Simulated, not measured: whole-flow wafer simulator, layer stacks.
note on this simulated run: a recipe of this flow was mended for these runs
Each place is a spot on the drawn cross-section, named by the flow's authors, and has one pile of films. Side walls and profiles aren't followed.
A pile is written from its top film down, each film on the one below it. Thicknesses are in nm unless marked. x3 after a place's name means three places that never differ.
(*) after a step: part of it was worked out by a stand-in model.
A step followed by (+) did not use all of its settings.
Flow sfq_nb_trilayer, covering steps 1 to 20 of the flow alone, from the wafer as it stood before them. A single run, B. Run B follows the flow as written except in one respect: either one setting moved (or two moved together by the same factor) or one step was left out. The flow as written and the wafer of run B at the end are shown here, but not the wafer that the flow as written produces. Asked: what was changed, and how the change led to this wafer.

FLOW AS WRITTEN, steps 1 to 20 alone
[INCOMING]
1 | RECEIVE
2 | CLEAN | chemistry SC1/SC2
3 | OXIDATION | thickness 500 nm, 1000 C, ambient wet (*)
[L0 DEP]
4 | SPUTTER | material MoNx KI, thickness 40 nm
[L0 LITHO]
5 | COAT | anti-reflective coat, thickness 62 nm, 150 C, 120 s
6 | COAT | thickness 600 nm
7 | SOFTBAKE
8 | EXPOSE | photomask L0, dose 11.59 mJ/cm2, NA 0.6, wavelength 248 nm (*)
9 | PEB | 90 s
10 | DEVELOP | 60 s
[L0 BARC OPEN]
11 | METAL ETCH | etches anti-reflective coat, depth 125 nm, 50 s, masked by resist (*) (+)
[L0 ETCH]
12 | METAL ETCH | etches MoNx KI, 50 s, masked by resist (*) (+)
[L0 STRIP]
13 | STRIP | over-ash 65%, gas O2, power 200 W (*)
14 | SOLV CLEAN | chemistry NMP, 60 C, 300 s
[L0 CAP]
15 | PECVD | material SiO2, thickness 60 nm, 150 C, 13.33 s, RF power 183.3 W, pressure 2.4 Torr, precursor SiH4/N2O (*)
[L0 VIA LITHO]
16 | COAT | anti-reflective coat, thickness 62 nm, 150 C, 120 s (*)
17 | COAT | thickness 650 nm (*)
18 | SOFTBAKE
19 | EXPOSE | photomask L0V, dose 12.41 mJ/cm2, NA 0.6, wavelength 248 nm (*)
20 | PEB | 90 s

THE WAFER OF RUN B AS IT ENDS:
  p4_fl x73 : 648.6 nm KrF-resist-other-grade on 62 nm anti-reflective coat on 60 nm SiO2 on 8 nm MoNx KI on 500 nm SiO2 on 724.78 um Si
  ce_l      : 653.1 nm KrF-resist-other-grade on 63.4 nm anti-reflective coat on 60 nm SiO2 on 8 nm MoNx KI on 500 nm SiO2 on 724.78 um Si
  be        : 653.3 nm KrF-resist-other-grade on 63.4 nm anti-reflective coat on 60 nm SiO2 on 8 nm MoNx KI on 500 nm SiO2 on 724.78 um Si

What caused this: step 12, METAL ETCH: 32 s was run, while the flow as written has 50 s.

How this came from the change, step by step:
  12 | METAL ETCH | etches MoNx KI, 50 s, masked by resist (*) (+)
      v_sur, via_wl, via_w and 97 more: MoNx KI loses 32 (in the flow as written it would be: MoNx KI loses 40 (all of it), SiO2 loses 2)
      field_l, l0_sur, l0v, l0r_line_l, l0r_line_c, l0r_line_r: KrF-resist-other-grade loses 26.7 (in the flow as written it would be: KrF-resist-other-grade loses 41.7)
  13 | STRIP | over-ash 65%, gas O2, power 200 W (*)
      field_l, l0_sur, l0v, l0r_line_l, l0r_line_c, l0r_line_r: KrF-resist-other-grade loses 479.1 (all of it), anti-reflective coat loses 62 (all of it) (in the flow as written it would be: KrF-resist-other-grade loses 464.1 (all of it), anti-reflective coat loses 62 (all of it))
  15 | PECVD | material SiO2, thickness 60 nm, 150 C, 13.33 s, RF power 183.3 W, pressure 2.4 Torr, precursor SiH4/N2O (*)
      v_sur, via_wl, via_w and 97 more: SiO2 gains 60 (new film) (in the flow as written it would be: SiO2 gains 60)
  16 | COAT | anti-reflective coat, thickness 62 nm, 150 C, 120 s (*)
      l0r_line_c, l0r_line_r: anti-reflective coat gains 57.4 (new film) (in the flow as written it would be: anti-reflective coat gains 56.2 (new film))
      field_l: anti-reflective coat gains 52.6 (new film) (in the flow as written it would be: anti-reflective coat gains 50 (new film))
      (also at 6 further places)
With metal films that touch counted as one body, p4_fl x73 has 1 body; the flow as written gives 0 bodies.
With metal films that touch counted as one body, ce_l has 1 body; the flow as written gives 0 bodies.
With metal films that touch counted as one body, be has 1 body; the flow as written gives 0 bodies.
